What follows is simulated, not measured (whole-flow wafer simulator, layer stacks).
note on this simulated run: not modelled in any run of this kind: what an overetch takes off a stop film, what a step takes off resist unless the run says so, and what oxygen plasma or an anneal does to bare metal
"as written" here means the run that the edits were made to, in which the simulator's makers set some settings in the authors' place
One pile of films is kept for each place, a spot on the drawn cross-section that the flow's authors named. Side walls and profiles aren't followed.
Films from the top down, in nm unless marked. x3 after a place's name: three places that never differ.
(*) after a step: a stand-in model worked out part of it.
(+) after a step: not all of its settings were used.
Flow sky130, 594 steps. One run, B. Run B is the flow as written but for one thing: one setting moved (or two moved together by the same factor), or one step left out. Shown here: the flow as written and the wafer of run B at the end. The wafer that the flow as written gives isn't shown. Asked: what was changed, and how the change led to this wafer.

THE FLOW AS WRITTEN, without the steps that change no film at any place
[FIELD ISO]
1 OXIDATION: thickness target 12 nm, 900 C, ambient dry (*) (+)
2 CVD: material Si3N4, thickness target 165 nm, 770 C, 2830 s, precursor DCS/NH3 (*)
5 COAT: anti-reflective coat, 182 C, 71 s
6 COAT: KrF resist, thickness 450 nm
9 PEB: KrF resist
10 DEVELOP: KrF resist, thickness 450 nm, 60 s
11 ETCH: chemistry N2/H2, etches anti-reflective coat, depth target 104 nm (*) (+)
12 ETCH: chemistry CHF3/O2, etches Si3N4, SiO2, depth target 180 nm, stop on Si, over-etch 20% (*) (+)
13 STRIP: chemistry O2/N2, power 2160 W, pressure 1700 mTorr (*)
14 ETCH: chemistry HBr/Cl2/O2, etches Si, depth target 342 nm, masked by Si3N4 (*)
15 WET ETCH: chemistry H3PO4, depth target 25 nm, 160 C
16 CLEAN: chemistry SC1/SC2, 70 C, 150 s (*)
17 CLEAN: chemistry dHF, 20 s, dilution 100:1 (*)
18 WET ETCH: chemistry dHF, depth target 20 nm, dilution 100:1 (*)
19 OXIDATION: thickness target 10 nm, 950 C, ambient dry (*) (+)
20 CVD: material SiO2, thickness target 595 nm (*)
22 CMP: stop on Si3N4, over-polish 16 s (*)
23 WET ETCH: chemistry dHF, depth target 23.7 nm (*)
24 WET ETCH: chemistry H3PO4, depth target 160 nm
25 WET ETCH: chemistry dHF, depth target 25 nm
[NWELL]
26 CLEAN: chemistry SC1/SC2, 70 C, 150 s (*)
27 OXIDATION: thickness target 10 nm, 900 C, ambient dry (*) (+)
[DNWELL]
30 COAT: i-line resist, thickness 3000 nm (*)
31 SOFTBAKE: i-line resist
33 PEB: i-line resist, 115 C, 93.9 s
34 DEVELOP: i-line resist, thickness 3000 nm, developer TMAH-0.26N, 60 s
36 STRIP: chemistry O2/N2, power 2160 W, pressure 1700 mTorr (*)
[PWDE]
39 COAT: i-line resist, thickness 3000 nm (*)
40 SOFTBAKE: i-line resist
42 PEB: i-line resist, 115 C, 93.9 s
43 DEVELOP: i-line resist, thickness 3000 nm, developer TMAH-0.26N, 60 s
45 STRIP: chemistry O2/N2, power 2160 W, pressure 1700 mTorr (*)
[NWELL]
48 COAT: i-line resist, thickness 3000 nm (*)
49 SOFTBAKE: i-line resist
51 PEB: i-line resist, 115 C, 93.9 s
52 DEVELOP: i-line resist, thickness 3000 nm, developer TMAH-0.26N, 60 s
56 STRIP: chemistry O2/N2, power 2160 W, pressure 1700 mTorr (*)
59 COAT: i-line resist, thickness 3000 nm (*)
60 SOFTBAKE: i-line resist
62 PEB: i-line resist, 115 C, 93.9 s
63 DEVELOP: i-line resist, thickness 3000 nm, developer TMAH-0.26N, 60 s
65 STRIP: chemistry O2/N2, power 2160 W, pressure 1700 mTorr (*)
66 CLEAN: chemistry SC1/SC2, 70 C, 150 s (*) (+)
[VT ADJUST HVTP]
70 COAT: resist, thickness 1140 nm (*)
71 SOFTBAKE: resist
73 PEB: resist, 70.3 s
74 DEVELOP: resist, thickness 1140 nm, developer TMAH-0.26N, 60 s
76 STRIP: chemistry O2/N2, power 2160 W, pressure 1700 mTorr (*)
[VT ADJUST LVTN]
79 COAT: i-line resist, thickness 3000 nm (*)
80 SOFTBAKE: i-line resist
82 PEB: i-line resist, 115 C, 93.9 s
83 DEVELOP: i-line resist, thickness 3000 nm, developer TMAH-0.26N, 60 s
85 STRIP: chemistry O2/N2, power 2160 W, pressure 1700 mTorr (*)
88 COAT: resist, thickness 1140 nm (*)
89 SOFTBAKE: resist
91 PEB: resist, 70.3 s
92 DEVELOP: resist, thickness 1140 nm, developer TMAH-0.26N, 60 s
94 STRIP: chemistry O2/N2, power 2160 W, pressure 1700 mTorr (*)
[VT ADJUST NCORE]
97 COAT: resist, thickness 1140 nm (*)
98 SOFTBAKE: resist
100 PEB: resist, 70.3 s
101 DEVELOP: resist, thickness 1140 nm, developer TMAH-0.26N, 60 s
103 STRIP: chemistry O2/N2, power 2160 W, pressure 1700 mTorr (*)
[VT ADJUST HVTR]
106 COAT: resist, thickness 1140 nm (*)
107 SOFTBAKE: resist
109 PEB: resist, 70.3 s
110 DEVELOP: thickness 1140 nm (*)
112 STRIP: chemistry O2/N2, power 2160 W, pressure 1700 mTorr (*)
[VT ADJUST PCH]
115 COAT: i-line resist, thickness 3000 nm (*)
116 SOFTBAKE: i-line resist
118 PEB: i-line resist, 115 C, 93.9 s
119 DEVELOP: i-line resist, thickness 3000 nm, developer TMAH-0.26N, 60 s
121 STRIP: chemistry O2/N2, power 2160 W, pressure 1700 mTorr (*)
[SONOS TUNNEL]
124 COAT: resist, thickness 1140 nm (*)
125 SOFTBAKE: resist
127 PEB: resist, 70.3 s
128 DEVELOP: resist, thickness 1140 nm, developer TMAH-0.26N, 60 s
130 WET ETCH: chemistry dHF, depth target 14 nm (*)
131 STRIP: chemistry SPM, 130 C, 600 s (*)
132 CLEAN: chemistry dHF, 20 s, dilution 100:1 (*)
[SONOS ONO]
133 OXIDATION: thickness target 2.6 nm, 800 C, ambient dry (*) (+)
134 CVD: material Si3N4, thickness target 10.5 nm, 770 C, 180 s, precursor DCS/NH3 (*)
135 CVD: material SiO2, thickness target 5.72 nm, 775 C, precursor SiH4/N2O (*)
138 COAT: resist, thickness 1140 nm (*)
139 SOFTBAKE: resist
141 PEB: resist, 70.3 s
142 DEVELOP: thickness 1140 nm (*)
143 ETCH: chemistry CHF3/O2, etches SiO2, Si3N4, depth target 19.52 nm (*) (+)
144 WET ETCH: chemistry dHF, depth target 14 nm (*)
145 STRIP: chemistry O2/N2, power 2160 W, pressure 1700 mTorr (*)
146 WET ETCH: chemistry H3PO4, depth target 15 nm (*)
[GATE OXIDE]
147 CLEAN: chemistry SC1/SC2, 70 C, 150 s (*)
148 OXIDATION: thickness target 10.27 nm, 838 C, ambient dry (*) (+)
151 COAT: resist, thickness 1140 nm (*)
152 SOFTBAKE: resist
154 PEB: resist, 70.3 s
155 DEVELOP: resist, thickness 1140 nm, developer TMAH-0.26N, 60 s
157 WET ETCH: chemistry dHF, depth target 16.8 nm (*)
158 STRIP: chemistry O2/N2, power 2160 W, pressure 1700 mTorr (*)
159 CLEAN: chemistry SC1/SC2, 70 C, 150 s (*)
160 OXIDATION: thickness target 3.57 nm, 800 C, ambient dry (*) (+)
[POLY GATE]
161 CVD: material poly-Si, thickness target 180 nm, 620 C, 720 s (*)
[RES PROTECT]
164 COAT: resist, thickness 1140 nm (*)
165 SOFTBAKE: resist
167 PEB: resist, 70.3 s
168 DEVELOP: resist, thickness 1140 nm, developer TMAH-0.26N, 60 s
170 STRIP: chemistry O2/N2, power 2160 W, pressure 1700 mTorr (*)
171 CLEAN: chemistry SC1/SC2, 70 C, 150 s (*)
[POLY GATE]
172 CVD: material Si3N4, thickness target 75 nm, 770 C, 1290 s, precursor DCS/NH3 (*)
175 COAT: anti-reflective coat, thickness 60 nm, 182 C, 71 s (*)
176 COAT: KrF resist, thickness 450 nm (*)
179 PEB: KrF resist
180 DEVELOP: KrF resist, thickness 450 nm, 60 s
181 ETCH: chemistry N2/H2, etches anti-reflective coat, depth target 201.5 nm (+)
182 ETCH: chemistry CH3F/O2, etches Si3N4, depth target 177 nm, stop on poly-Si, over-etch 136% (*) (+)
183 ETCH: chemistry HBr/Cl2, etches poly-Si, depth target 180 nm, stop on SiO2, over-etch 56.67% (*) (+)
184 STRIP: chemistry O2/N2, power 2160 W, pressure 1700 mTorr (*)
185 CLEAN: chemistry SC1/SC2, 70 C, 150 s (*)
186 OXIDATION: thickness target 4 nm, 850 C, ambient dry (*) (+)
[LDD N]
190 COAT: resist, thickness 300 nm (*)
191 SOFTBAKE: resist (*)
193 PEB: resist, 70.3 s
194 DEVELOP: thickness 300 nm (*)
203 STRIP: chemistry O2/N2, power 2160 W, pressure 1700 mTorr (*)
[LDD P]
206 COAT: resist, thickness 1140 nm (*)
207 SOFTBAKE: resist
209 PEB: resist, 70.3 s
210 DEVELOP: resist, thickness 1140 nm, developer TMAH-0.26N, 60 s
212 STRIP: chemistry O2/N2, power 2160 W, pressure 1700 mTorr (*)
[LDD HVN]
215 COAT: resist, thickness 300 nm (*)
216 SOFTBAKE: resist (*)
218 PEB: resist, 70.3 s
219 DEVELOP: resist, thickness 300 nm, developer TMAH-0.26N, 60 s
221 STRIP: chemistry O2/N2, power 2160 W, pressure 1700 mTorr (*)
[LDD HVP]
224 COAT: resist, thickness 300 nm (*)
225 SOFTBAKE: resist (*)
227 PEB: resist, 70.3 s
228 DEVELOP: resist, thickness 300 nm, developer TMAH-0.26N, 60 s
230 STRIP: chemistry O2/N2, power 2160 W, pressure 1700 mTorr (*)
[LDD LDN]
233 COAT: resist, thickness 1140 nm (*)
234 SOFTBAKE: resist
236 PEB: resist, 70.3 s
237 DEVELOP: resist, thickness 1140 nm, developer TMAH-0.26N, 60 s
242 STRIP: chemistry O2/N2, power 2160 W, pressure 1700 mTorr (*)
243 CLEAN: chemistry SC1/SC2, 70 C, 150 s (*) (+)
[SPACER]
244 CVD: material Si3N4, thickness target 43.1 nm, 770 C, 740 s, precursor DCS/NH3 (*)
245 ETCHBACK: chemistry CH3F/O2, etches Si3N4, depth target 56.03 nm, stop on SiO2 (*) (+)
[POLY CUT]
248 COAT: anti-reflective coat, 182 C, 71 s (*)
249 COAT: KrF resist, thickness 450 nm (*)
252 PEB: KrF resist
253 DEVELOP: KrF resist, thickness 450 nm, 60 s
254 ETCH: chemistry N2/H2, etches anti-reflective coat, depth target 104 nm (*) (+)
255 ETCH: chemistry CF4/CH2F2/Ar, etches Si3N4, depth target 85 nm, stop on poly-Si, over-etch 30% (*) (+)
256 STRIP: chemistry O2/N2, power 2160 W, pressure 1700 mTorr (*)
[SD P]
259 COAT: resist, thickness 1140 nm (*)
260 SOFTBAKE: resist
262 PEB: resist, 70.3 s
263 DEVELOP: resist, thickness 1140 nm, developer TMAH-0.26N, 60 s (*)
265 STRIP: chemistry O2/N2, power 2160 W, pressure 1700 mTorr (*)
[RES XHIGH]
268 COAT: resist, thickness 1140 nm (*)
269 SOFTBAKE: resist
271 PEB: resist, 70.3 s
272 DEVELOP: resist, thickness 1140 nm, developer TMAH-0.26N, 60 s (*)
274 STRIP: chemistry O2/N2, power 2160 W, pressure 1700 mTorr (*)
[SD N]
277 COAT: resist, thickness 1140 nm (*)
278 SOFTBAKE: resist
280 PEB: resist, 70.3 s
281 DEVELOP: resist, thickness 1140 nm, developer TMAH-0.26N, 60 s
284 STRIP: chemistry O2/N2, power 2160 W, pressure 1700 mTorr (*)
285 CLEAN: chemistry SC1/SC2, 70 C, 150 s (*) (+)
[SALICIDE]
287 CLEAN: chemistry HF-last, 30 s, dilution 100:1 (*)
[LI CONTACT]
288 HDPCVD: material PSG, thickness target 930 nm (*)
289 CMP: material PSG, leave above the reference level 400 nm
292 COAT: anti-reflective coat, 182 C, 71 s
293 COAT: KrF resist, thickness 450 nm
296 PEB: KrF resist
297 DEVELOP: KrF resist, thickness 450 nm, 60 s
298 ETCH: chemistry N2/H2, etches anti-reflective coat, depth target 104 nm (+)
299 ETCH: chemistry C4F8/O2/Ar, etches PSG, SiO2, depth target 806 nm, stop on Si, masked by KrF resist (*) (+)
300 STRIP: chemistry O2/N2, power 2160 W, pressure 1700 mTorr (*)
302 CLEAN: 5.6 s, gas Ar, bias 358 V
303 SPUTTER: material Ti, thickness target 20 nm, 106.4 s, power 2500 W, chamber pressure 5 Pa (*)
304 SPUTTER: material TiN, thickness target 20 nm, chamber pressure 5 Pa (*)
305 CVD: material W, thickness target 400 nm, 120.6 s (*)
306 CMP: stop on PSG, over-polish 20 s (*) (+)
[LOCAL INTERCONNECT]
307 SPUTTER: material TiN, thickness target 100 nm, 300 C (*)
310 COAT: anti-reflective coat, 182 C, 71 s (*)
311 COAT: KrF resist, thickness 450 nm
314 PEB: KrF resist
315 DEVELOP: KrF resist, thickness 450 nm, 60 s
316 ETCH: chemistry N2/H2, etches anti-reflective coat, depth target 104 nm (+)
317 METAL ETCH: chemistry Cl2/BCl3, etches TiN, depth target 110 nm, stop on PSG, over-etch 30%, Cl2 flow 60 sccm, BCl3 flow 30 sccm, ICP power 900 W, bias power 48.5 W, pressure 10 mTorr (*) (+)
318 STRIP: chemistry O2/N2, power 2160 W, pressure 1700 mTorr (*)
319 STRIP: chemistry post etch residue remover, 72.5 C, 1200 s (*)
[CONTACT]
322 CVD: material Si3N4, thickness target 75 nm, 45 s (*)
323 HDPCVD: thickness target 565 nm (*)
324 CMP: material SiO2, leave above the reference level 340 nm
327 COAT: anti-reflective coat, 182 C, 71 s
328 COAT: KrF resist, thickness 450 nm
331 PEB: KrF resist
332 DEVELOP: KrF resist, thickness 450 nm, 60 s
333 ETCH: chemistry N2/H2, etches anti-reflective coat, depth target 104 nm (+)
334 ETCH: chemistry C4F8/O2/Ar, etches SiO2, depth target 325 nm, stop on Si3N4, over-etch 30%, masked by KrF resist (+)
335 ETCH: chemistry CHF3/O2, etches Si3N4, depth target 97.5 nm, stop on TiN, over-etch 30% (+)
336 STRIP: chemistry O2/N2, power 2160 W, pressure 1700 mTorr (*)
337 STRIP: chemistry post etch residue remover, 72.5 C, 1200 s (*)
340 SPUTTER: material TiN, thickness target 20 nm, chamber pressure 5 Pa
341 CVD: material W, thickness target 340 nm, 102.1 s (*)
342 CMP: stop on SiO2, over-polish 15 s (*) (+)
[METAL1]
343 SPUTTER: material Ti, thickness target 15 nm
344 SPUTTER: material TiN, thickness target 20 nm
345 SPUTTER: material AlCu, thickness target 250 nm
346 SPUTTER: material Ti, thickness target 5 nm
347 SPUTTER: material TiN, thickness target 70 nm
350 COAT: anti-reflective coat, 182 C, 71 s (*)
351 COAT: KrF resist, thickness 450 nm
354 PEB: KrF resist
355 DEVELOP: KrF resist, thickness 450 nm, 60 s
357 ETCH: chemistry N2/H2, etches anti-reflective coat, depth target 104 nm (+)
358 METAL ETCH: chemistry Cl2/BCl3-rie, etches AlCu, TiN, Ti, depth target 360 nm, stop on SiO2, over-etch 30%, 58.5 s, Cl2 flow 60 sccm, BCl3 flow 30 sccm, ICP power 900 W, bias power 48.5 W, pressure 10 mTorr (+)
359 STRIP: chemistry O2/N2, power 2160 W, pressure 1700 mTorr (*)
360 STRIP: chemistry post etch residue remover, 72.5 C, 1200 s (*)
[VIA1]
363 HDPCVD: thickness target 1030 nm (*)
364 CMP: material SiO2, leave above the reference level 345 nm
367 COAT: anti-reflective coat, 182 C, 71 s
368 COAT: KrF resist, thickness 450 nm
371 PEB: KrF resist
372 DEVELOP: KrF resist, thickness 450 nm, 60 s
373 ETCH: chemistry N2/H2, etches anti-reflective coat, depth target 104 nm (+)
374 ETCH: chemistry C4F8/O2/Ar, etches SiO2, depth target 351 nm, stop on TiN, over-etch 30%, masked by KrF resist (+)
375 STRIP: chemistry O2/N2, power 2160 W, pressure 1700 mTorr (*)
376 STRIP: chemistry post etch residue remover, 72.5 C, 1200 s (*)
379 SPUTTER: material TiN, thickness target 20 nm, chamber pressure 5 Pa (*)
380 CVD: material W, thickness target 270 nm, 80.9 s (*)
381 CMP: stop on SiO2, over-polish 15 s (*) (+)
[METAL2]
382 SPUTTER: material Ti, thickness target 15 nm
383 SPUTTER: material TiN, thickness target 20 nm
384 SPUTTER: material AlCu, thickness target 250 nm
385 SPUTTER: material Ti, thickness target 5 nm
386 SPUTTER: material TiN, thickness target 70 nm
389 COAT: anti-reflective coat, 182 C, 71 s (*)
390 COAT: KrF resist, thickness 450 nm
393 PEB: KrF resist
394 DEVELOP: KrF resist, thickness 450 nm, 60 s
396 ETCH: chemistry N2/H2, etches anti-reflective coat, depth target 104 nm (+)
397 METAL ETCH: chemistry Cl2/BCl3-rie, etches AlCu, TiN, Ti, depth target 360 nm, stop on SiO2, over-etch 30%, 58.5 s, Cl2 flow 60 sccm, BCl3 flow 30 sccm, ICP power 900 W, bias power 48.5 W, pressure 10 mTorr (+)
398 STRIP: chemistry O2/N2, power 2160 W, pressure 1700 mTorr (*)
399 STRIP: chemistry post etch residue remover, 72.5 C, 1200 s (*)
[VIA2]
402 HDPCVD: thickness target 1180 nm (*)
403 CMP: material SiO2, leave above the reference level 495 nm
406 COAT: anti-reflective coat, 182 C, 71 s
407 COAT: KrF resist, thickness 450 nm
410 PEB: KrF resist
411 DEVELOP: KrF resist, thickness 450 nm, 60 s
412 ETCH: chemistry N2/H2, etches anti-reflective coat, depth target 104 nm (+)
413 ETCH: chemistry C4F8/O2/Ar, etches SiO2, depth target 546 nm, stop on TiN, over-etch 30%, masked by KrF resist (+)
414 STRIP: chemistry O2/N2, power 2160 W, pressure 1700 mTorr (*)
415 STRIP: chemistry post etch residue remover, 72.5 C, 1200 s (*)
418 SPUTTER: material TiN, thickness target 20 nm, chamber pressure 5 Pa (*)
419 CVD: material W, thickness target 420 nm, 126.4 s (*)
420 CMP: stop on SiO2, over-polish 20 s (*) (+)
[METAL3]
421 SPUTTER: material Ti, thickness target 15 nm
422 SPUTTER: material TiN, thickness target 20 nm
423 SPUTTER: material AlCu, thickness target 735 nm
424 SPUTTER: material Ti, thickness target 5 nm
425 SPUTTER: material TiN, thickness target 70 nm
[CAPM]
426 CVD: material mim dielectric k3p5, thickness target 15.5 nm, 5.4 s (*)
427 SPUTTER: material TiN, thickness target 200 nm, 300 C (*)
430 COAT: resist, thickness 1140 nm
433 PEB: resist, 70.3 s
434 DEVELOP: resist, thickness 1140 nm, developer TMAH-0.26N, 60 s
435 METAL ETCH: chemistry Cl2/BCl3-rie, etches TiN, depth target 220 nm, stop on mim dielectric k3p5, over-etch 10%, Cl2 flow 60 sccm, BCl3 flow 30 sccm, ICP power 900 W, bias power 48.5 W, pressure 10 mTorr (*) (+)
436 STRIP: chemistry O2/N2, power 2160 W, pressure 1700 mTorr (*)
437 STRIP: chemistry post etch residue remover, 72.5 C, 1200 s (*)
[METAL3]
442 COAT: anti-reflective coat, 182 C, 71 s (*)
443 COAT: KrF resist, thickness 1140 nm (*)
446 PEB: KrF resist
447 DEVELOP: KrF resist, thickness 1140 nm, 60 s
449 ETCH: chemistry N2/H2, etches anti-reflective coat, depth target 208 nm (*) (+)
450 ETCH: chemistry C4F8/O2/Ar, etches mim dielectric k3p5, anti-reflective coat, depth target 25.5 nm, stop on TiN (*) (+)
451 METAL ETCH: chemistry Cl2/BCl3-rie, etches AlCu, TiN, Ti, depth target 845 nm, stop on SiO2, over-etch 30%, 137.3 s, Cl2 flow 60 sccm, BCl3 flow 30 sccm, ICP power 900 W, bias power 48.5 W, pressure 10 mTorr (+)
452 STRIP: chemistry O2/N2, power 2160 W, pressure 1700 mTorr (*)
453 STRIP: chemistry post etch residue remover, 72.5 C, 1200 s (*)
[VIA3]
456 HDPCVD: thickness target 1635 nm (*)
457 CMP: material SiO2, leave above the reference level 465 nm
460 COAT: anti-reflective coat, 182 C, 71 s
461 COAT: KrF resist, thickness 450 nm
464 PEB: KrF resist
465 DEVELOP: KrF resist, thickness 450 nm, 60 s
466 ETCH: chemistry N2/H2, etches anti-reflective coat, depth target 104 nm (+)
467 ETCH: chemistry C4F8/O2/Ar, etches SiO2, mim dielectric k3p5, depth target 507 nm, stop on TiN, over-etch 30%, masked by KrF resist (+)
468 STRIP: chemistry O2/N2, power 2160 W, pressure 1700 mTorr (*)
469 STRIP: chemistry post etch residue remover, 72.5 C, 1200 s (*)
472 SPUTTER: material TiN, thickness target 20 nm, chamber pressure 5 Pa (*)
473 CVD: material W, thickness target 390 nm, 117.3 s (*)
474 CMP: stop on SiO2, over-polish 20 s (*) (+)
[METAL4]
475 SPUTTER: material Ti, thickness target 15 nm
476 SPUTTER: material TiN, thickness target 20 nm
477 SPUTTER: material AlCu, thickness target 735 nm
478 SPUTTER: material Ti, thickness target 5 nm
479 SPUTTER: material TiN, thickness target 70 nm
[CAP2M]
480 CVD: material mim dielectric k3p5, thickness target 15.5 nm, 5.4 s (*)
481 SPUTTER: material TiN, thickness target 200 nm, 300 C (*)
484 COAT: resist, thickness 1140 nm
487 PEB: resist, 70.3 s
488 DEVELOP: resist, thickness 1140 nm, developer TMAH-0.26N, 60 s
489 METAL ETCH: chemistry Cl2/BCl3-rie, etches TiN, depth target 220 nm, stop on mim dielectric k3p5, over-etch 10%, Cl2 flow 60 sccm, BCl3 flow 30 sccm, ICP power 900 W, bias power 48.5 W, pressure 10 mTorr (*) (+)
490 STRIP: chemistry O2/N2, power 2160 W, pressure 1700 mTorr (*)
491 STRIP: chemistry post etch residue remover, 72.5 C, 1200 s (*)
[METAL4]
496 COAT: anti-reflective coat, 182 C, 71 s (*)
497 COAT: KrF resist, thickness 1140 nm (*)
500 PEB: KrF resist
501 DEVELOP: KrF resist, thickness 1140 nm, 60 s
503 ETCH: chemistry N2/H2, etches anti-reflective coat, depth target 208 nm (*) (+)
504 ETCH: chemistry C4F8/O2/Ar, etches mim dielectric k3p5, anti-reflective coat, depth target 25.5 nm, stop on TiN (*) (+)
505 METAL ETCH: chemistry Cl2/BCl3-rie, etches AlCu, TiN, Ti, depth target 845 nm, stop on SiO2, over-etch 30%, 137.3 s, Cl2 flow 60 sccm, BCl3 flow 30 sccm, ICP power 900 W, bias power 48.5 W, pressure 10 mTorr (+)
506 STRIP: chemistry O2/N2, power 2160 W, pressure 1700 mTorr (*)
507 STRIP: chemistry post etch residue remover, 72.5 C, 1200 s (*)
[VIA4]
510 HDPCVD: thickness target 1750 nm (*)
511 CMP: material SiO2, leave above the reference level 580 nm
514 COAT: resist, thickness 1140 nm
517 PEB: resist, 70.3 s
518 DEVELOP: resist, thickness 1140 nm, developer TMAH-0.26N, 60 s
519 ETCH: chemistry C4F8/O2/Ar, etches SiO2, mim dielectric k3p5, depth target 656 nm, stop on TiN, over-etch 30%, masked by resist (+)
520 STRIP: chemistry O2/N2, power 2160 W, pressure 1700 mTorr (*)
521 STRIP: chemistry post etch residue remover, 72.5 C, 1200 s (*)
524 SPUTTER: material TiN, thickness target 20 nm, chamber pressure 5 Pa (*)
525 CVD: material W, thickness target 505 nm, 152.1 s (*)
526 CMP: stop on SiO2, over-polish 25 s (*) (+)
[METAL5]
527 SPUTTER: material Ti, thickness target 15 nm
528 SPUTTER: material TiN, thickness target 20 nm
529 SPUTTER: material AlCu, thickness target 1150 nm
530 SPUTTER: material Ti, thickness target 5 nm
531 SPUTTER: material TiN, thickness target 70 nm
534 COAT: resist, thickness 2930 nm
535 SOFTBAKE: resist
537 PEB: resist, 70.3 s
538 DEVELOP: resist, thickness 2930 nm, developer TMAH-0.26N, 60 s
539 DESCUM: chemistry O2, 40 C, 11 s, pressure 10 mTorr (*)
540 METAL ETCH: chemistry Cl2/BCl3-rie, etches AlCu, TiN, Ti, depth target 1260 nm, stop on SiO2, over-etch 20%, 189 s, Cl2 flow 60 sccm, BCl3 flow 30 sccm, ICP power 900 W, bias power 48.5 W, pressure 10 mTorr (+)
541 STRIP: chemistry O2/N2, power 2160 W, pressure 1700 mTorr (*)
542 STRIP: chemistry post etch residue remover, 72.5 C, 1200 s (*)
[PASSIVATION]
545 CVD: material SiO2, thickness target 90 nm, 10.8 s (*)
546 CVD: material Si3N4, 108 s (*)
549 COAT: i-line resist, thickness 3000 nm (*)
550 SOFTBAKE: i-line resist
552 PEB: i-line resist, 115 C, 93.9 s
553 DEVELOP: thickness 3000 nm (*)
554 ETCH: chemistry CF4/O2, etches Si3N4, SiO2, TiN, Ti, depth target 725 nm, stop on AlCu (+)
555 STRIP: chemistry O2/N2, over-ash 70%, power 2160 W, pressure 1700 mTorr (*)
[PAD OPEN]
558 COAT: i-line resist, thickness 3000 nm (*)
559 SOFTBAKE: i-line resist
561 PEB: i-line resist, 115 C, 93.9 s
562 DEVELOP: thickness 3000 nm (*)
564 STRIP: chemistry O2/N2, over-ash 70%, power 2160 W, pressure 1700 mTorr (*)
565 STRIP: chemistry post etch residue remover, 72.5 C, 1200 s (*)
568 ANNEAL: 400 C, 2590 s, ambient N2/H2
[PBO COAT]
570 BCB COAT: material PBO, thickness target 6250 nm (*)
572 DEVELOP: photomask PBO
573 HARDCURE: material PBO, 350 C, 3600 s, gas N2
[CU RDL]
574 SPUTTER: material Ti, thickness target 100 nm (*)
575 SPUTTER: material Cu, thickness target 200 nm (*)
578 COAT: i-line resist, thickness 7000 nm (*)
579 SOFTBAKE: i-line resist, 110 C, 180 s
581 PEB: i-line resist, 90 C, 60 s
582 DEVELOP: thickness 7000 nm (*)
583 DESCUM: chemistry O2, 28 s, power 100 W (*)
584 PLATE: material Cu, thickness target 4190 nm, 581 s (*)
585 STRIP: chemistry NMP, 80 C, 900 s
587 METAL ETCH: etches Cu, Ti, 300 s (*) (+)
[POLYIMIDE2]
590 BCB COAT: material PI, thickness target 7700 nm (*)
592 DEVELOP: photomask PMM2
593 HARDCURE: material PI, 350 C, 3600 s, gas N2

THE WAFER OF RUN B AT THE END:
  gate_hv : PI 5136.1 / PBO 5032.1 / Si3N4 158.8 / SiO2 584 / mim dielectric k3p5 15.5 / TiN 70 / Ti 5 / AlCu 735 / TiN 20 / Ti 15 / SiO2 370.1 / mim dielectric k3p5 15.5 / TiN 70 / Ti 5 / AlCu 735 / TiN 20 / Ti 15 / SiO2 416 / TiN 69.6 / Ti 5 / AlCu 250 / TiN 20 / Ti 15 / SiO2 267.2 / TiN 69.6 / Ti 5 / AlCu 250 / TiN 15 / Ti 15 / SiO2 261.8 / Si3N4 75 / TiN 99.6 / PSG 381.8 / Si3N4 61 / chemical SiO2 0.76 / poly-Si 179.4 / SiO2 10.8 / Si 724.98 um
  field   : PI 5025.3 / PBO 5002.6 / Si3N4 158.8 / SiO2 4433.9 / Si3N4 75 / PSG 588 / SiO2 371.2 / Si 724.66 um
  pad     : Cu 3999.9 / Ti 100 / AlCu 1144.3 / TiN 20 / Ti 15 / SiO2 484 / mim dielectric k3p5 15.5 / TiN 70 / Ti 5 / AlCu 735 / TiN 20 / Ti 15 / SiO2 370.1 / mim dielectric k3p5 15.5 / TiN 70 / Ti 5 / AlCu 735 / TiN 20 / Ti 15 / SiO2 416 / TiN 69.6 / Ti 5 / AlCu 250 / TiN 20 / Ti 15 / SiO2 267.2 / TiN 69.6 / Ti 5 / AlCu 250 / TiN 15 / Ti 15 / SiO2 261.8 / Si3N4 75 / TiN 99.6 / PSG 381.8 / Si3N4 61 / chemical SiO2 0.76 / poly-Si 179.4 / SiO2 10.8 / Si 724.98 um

The cause: step 344, SPUTTER: thickness target 15 nm was run, where the flow has thickness target 20 nm.
It can be read off the wafer: gate_hv has TiN 15, and step 344 as written asks for 20 nm.

How the change led to this, step by step:
  344 SPUTTER: material TiN, thickness target 20 nm
      field, active, n_well and 188 more: TiN +15 (new film) (as written it would be: TiN +20 (new film))
  358 METAL ETCH: chemistry Cl2/BCl3-rie, etches AlCu, TiN, Ti, depth target 360 nm, stop on SiO2, over-etch 30%, 58.5 s, Cl2 flow 60 sccm, BCl3 flow 30 sccm, ICP power 900 W, bias power 48.5 W, pressure 10 mTorr (+)
      field, active, gate and 81 more: TiN -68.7 (all of it), Ti -5 (all of it), AlCu -250 (all of it), TiN -15 (all of it), Ti -15 (all of it), SiO2 -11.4 (as written it would be: TiN -68.7 (all of it), Ti -5 (all of it), AlCu -250 (all of it), TiN -20 (all of it), Ti -15 (all of it), SiO2 -10.9)
